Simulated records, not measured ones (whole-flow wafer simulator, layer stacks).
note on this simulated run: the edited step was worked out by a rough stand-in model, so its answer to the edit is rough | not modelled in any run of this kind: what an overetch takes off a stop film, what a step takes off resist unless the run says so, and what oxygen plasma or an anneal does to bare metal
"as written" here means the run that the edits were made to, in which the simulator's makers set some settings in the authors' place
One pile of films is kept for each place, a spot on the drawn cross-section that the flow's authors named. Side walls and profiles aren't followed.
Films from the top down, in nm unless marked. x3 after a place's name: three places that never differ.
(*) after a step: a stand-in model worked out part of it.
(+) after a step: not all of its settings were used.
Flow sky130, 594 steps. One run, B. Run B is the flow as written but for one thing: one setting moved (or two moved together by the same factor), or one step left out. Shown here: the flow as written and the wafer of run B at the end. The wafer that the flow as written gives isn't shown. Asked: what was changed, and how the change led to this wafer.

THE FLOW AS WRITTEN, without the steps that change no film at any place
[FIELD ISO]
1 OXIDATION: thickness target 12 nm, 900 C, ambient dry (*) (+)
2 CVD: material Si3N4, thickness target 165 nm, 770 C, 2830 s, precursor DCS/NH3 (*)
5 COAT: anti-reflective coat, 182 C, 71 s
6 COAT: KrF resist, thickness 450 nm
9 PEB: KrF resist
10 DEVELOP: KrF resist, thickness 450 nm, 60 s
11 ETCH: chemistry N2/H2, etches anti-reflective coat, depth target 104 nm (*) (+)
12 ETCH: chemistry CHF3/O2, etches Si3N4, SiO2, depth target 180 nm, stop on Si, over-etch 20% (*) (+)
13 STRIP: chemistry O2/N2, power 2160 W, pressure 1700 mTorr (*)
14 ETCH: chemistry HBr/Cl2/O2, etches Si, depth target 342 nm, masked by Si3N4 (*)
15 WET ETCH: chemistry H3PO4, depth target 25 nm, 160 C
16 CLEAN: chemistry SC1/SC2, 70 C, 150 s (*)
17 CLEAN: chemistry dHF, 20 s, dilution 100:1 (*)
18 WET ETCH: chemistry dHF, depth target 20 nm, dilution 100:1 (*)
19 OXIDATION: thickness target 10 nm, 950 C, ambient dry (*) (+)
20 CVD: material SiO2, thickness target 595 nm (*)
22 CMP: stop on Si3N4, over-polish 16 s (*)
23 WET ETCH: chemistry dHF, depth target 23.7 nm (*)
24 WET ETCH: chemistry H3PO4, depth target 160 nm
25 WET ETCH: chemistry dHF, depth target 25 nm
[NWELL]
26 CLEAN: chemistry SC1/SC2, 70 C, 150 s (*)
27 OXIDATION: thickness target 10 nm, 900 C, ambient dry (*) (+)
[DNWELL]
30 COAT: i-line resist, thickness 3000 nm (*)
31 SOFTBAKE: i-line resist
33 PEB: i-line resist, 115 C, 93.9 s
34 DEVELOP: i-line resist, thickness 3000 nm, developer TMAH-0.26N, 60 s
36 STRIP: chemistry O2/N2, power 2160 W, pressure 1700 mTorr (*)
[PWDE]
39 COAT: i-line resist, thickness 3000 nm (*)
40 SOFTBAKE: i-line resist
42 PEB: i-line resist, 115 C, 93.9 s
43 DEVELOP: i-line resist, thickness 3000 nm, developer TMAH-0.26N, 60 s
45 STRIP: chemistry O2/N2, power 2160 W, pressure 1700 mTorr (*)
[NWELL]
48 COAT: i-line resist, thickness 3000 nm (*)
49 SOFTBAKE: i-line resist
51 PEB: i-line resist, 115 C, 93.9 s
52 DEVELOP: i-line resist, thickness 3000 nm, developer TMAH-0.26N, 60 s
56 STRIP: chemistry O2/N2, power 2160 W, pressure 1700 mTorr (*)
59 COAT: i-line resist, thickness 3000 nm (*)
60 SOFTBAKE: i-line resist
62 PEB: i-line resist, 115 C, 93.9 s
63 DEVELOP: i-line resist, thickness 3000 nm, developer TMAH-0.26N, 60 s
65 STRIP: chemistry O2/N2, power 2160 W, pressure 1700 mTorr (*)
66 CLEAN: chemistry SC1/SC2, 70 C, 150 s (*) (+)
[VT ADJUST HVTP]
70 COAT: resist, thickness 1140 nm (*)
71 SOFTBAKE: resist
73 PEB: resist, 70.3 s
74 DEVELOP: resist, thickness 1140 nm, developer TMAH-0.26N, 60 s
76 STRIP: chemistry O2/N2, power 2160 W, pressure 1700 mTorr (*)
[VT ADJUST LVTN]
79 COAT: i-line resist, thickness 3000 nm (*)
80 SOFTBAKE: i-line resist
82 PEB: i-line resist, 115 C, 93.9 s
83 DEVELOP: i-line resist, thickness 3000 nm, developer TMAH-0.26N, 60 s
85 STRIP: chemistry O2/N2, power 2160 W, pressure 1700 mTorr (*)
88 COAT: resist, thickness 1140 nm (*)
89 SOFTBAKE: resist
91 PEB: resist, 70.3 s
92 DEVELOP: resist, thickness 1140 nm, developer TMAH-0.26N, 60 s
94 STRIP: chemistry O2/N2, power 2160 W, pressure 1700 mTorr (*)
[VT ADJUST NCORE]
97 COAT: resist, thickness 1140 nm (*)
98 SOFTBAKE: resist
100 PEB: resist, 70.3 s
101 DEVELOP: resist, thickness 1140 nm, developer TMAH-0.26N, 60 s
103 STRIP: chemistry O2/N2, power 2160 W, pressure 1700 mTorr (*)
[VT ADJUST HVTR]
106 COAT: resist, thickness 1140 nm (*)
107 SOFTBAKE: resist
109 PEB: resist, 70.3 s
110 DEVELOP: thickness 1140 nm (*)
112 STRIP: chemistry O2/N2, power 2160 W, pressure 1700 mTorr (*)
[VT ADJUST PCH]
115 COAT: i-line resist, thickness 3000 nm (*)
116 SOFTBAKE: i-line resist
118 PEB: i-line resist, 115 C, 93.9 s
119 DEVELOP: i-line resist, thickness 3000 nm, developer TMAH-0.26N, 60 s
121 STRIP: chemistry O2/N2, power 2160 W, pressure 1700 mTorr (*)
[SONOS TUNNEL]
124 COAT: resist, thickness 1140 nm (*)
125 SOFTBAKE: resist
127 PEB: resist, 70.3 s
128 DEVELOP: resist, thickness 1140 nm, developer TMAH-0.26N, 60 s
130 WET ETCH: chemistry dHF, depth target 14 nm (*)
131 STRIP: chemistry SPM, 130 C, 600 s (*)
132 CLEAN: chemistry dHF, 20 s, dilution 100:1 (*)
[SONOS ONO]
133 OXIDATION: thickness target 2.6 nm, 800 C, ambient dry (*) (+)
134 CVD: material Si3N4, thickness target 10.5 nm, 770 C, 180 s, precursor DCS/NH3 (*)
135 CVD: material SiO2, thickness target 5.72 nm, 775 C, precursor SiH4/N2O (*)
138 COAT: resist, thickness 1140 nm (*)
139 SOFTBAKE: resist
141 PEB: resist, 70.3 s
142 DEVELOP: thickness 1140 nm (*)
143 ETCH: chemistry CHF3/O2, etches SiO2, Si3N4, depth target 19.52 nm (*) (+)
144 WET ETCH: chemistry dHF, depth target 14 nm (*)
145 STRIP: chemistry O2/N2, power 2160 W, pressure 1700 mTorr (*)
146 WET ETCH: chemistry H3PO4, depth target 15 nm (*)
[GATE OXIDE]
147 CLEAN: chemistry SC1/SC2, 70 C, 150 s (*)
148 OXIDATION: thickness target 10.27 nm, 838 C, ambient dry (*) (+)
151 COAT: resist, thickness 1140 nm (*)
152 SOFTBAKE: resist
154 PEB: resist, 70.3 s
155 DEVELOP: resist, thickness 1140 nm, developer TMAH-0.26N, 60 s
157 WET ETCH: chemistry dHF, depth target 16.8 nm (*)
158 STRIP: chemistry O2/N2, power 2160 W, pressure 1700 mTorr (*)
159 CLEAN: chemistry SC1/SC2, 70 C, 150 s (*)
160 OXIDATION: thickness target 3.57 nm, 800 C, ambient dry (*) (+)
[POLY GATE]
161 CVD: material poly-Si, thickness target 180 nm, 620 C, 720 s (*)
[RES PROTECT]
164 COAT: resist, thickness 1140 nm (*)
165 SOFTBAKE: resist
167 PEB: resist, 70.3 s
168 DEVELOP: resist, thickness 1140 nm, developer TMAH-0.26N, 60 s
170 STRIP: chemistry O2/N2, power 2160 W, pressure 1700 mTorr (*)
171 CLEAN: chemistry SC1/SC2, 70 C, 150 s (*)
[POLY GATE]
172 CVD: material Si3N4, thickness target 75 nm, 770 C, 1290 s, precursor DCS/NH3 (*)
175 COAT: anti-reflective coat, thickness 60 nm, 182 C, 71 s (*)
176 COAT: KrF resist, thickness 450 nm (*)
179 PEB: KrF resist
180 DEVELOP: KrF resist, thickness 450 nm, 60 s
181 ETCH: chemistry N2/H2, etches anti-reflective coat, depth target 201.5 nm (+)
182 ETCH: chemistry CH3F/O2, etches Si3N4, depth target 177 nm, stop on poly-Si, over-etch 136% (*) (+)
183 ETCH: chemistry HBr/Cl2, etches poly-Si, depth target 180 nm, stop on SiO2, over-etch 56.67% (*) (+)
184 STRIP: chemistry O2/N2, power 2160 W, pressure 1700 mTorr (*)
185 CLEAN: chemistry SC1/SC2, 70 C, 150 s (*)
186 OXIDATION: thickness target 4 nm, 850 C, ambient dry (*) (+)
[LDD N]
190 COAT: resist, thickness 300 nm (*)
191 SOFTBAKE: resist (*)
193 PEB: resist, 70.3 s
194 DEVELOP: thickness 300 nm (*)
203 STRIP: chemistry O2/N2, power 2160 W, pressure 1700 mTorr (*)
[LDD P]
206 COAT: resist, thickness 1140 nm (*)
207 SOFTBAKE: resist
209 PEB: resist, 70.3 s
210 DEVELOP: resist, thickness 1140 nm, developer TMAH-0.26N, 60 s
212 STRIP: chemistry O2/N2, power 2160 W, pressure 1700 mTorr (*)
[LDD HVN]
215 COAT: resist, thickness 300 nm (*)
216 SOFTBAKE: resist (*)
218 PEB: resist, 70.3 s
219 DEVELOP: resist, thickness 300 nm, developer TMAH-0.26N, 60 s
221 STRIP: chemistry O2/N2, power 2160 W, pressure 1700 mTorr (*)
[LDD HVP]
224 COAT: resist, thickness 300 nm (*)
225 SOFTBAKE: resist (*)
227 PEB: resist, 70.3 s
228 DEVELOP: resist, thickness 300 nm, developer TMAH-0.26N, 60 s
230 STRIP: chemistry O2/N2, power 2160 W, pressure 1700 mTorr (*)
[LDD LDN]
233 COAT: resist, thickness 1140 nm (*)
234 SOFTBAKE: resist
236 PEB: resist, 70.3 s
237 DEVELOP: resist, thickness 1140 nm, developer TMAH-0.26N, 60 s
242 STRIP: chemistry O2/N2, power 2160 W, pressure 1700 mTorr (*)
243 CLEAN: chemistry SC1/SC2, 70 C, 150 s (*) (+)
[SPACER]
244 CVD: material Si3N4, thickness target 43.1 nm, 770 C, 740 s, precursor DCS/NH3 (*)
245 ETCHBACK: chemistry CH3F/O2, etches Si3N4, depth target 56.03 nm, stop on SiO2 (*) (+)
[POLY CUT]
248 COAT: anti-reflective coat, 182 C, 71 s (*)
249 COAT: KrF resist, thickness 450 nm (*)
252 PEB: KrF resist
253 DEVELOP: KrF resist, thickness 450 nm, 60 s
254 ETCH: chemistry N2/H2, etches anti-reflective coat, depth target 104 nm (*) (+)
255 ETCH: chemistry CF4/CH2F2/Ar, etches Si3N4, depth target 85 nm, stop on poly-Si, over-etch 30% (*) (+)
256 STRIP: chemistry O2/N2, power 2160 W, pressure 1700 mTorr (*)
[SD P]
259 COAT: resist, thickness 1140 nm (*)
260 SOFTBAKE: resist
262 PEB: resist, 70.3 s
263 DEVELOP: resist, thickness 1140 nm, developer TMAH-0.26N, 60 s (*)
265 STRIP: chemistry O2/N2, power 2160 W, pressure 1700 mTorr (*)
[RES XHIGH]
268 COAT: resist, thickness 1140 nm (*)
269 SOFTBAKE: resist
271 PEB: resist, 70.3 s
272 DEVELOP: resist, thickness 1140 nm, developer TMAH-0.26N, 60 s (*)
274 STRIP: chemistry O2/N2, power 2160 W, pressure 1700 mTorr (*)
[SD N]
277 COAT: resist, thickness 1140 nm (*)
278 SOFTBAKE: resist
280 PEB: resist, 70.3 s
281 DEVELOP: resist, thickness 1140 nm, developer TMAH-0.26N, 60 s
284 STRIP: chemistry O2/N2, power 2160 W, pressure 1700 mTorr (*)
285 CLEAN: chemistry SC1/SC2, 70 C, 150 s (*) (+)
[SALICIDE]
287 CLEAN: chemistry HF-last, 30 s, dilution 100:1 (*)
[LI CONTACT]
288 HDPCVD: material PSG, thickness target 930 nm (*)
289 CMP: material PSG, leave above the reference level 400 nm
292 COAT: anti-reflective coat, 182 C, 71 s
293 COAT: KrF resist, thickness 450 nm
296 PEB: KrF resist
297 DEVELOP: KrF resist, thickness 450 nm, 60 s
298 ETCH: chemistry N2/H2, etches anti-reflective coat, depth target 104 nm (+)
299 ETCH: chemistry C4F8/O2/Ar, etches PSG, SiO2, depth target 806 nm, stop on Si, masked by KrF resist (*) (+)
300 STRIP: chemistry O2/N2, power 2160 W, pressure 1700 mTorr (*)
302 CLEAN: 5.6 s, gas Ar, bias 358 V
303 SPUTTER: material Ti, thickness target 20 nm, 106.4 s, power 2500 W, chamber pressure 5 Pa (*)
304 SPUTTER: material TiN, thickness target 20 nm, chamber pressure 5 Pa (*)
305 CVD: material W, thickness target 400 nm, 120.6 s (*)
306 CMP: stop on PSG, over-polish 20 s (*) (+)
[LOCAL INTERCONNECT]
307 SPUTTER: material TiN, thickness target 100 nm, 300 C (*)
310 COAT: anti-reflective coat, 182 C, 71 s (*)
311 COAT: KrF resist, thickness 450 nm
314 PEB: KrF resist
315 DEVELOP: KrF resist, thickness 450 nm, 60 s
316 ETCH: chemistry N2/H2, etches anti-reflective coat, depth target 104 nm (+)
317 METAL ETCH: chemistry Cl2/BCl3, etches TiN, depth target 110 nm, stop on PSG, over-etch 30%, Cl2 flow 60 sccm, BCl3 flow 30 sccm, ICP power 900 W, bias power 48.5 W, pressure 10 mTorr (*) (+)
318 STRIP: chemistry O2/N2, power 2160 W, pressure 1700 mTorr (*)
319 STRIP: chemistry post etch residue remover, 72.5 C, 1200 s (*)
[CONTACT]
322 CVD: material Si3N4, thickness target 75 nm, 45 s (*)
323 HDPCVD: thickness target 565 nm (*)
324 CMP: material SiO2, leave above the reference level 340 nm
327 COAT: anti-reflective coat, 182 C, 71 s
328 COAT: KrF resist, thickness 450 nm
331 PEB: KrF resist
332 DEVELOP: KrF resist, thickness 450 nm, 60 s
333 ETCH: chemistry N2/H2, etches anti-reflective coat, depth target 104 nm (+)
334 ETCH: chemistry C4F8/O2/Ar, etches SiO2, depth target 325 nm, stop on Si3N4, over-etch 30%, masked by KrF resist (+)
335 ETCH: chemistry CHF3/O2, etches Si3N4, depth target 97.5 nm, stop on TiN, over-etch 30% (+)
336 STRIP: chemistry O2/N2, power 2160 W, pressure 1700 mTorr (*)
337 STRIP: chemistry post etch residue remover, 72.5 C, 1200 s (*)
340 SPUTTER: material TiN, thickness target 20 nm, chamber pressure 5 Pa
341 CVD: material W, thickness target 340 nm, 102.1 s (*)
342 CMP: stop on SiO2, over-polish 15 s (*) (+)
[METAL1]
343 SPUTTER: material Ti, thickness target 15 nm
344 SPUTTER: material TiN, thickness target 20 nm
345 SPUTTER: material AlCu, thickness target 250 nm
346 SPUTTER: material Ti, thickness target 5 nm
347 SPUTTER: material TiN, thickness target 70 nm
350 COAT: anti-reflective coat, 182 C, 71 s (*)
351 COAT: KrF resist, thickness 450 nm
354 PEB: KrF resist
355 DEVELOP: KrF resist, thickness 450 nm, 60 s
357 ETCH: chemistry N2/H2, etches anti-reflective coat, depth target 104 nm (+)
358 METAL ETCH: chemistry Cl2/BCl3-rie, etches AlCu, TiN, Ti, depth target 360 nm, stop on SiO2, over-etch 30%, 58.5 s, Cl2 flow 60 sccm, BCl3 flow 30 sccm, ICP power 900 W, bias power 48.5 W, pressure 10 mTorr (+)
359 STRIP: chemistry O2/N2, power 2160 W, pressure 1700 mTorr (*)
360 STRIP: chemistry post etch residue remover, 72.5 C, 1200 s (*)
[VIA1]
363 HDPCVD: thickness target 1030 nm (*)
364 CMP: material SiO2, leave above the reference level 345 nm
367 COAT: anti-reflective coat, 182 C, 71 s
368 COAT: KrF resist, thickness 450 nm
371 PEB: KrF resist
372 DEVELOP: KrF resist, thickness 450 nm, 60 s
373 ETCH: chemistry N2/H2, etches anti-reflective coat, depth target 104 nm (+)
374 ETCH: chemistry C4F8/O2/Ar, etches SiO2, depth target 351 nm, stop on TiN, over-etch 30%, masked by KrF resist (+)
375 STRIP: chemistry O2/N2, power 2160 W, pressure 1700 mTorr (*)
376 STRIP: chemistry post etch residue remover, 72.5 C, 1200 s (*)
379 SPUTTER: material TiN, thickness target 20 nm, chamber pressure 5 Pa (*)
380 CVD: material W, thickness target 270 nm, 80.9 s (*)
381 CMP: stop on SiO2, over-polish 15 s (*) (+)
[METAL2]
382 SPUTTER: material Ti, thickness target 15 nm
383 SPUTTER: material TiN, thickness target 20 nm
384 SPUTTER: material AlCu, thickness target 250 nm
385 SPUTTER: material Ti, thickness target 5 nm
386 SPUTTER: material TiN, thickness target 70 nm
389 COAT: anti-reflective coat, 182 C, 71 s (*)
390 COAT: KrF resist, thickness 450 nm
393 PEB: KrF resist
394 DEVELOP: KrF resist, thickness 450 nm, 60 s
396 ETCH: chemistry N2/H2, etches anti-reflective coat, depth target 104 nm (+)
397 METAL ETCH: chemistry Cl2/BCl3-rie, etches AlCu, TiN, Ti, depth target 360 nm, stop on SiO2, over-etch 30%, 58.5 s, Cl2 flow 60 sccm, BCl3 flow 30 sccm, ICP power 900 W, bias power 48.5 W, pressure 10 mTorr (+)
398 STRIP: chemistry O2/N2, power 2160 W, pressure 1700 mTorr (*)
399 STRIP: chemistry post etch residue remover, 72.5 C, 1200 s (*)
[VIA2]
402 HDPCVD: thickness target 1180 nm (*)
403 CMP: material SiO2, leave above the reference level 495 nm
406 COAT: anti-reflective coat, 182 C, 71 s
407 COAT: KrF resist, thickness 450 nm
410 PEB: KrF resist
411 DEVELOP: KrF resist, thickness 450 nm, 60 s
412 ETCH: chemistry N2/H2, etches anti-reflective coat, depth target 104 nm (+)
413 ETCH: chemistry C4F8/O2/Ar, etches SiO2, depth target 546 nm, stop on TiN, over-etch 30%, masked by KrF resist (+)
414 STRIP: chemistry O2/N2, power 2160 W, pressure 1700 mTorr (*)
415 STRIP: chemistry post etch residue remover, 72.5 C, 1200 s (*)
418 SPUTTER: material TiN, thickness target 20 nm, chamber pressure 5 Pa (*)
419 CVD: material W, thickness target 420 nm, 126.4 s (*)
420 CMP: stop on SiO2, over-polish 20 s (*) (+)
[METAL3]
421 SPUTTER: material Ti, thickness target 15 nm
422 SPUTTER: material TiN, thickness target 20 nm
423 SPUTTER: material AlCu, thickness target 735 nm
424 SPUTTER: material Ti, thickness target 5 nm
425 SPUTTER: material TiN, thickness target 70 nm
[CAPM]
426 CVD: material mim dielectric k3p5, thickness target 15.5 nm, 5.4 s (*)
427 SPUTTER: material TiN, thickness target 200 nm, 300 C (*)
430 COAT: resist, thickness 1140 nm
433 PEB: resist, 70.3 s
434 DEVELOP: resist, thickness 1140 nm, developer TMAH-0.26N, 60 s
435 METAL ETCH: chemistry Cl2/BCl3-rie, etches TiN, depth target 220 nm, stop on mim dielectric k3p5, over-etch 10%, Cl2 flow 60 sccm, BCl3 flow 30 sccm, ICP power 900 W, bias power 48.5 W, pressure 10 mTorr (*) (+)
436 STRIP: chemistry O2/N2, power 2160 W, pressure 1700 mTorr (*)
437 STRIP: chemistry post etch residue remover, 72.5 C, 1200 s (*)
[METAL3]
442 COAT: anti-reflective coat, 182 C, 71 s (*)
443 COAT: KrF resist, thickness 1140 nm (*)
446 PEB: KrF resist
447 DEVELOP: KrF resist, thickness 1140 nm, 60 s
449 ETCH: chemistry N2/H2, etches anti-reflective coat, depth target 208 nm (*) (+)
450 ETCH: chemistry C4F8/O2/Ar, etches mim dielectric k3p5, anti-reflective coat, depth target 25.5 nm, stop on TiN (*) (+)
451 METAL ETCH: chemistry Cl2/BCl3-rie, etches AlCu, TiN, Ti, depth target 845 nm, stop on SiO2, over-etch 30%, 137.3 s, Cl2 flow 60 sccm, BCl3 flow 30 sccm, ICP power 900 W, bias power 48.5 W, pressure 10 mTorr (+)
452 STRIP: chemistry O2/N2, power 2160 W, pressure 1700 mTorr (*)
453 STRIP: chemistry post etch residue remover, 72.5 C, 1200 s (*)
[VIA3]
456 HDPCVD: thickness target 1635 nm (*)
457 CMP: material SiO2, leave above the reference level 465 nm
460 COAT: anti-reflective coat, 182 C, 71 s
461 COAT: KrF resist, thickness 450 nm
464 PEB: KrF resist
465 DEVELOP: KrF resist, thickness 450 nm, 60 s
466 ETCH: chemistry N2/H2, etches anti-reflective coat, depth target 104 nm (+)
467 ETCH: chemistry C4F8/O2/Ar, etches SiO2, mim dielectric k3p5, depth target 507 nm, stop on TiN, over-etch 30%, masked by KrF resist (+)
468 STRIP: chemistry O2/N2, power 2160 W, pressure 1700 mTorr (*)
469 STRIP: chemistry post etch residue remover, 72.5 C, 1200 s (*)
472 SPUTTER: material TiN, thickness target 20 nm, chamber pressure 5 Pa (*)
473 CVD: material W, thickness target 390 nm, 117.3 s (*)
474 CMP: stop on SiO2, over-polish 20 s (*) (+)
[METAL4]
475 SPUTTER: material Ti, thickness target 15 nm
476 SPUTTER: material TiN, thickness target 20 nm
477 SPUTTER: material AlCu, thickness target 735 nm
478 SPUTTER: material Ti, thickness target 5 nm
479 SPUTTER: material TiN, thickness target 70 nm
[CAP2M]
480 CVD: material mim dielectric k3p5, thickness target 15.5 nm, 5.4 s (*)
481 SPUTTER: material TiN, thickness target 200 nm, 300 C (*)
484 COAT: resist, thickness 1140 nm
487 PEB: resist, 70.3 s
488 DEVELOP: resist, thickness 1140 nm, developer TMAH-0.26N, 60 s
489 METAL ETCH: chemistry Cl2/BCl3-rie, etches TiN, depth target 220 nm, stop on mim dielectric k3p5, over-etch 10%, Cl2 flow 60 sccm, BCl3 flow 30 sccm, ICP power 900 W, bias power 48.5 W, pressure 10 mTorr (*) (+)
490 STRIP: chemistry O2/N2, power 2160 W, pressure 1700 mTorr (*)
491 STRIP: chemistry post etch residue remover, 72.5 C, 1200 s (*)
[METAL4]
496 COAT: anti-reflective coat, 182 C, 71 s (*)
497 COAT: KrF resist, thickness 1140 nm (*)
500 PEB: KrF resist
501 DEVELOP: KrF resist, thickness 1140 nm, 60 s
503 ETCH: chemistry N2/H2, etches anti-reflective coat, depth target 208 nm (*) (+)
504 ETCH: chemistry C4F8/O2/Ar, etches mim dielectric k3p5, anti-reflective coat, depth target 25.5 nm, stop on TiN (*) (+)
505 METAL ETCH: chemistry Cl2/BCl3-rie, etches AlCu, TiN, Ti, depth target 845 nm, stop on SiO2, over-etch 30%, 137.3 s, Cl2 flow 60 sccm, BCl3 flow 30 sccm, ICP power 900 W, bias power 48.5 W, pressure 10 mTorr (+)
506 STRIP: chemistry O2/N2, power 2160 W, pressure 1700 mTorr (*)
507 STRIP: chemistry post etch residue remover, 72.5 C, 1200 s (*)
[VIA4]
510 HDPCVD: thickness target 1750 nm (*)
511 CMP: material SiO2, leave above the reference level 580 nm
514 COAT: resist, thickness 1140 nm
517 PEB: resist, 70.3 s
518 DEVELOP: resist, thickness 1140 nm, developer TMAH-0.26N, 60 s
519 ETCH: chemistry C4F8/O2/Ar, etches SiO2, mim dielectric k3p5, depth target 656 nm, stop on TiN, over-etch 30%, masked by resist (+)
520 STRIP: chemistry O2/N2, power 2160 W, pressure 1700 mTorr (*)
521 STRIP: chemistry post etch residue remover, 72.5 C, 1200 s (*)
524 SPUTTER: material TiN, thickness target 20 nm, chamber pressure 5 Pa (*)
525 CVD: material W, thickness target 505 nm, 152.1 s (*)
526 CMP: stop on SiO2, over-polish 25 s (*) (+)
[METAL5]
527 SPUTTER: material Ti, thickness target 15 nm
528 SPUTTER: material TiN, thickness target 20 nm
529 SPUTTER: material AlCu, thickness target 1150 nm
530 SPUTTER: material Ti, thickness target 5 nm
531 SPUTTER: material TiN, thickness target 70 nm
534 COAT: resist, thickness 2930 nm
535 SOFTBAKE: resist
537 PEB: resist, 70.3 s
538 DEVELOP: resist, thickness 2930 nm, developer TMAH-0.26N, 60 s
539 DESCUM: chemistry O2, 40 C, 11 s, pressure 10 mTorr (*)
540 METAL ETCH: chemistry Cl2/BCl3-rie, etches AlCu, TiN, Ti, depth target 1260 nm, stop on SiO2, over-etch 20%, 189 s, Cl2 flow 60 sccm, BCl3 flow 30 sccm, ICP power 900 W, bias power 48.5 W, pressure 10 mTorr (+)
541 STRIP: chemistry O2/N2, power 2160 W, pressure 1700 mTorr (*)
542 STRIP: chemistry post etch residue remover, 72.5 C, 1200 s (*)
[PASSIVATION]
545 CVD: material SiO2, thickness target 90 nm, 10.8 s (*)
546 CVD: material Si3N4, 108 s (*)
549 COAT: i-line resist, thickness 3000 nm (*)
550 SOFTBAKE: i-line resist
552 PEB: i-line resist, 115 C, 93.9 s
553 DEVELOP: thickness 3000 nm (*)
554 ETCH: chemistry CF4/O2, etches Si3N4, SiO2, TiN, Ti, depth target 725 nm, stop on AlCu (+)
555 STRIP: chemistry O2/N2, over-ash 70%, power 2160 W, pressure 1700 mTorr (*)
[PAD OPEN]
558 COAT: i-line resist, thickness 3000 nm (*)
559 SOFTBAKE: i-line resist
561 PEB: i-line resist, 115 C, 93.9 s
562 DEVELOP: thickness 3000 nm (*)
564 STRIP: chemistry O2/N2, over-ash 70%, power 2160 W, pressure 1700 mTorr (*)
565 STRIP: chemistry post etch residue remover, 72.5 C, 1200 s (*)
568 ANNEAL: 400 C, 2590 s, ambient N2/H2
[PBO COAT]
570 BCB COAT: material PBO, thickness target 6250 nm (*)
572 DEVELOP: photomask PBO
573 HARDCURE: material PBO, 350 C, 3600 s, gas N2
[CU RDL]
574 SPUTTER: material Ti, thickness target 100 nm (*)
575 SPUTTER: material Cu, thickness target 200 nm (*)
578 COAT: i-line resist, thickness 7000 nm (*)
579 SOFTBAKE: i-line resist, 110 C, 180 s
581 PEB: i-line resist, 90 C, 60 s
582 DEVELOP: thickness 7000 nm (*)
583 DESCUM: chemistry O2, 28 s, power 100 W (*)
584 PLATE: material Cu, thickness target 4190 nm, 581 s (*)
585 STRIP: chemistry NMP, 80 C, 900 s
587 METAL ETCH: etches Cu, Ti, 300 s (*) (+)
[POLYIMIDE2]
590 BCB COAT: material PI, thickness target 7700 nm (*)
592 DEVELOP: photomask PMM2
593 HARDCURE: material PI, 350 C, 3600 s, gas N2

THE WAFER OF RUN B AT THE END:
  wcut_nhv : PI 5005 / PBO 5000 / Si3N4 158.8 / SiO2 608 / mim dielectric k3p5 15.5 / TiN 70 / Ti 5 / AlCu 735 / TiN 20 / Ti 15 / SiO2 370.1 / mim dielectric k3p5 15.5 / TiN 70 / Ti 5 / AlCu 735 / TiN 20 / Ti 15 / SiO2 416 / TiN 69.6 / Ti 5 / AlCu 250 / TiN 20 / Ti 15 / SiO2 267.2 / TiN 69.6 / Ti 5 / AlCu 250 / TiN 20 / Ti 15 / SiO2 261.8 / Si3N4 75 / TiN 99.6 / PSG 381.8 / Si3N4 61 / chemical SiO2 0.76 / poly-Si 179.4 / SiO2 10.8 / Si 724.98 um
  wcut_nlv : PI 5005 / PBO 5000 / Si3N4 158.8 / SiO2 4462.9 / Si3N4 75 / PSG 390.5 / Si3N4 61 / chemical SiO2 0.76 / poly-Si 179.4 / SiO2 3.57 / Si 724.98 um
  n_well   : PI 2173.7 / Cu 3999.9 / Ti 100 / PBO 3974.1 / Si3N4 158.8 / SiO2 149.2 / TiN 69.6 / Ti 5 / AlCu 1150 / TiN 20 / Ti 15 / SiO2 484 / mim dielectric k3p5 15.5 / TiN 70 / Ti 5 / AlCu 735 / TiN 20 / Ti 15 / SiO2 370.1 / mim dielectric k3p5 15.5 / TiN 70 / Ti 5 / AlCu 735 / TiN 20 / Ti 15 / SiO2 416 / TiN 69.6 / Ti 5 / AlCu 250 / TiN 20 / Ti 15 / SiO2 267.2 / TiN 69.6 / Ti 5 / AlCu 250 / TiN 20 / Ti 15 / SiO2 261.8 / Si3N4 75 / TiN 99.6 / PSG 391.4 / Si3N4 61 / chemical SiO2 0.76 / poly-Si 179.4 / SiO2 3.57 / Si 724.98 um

The cause: step 545, CVD: thickness target 107 nm was run, where the flow has thickness target 90 nm; step 545, CVD: 12.9 s was run, where the flow has 10.8 s.

How the change led to this, step by step:
  545 CVD: material SiO2, thickness target 90 nm, 10.8 s (*)
      field, active, gate and 175 more: SiO2 +149.2 (as written it would be: SiO2 +125.2)
      n_well, p_well, sd_n and 12 more: SiO2 +149.2 (new film) (as written it would be: SiO2 +125.2 (new film))
  550 SOFTBAKE: i-line resist
      gate_p_lvt, iso_guard_hv_nw: i-line resist +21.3 (as written it would be: i-line resist +20.6)
      spacer: i-line resist -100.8 (as written it would be: i-line resist -97.5)
      (and at 37 more places)
  554 ETCH: chemistry CF4/O2, etches Si3N4, SiO2, TiN, Ti, depth target 725 nm, stop on AlCu (+)
      field, active, n_well and 189 more: i-line resist -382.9 (as written it would be: i-line resist -358.9)
      pad: Si3N4 -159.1 (all of it), SiO2 -149.2 (all of it), TiN -69.6 (all of it), Ti -5 (all of it) (as written it would be: Si3N4 -159.1 (all of it), SiO2 -125.2 (all of it), TiN -69.6 (all of it), Ti -5 (all of it))
  559 SOFTBAKE: i-line resist
      gate_p_lvt, iso_guard_hv_nw: i-line resist +21.3 (as written it would be: i-line resist +20.6)
      nwell_res: i-line resist -80.3 (as written it would be: i-line resist -78.3)
      (and at 41 more places)
  578 COAT: i-line resist, thickness 7000 nm (*)
      pad: i-line resist +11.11 um (new film) (as written it would be: i-line resist +11.08 um (new film))
  582 DEVELOP: thickness 7000 nm (*)
      pad: i-line resist -11.11 um (all of it) (as written it would be: i-line resist -11.08 um (all of it))
